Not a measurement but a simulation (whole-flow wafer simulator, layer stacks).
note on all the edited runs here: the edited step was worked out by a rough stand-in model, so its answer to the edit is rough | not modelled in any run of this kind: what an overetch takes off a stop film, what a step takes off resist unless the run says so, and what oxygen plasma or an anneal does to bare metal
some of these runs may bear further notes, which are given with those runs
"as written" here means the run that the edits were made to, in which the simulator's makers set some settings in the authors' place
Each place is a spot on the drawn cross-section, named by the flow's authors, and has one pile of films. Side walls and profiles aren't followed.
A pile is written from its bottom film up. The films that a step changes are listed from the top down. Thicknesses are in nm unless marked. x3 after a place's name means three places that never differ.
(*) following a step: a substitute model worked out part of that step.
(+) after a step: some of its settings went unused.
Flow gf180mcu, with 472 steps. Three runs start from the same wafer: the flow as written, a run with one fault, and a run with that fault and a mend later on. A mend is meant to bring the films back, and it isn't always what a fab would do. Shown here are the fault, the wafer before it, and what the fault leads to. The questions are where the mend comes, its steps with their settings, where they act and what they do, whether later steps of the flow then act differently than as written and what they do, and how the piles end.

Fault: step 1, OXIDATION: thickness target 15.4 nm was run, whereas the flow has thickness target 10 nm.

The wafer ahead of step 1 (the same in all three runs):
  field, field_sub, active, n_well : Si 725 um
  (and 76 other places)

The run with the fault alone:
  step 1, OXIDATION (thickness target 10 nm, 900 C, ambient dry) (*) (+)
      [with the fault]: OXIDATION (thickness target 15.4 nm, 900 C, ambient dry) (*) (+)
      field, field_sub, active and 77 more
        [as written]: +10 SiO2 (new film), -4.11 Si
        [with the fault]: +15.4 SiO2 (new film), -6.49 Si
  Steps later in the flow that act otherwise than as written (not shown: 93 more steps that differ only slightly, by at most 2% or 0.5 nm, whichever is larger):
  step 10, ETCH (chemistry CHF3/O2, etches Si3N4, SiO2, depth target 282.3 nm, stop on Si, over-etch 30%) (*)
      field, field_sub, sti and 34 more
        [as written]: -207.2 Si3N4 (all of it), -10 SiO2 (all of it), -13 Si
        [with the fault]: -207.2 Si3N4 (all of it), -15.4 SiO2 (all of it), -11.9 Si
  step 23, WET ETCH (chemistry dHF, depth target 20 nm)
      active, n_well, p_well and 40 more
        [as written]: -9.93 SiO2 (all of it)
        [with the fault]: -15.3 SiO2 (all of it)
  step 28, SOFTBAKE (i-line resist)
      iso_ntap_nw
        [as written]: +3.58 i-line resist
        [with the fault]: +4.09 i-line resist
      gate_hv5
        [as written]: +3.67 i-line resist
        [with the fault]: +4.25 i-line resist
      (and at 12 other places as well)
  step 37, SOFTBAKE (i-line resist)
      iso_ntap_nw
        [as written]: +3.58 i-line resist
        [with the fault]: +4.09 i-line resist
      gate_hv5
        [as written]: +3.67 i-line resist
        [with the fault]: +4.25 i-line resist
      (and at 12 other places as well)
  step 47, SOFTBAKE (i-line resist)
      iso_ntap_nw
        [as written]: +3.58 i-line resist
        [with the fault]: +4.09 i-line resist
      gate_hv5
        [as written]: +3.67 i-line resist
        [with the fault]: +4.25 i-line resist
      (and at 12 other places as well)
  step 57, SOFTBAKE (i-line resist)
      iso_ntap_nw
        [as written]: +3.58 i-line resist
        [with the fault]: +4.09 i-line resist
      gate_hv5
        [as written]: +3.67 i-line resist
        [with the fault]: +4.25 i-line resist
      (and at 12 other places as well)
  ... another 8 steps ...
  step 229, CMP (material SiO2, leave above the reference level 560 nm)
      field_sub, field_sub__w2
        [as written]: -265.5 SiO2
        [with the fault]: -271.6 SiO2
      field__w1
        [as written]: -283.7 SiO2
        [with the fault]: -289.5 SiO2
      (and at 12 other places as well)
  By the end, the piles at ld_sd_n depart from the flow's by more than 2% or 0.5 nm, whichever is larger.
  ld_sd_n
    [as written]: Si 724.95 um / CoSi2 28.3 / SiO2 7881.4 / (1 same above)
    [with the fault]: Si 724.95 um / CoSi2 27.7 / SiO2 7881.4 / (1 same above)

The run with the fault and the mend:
  The mend follows step 1.
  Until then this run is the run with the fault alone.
  step 1a, WET ETCH (chemistry dHF, depth target 5.4 nm, 25 C, dilution 100:1)
      field, field_sub, active and 77 more
        -5.4 SiO2
  Later steps of the flow that are run all act as written at every place that is followed.
  When the end is reached, the piles differ only a little from the flow's at the places that both follow, at most by 2% or 0.5 nm, whichever is larger.
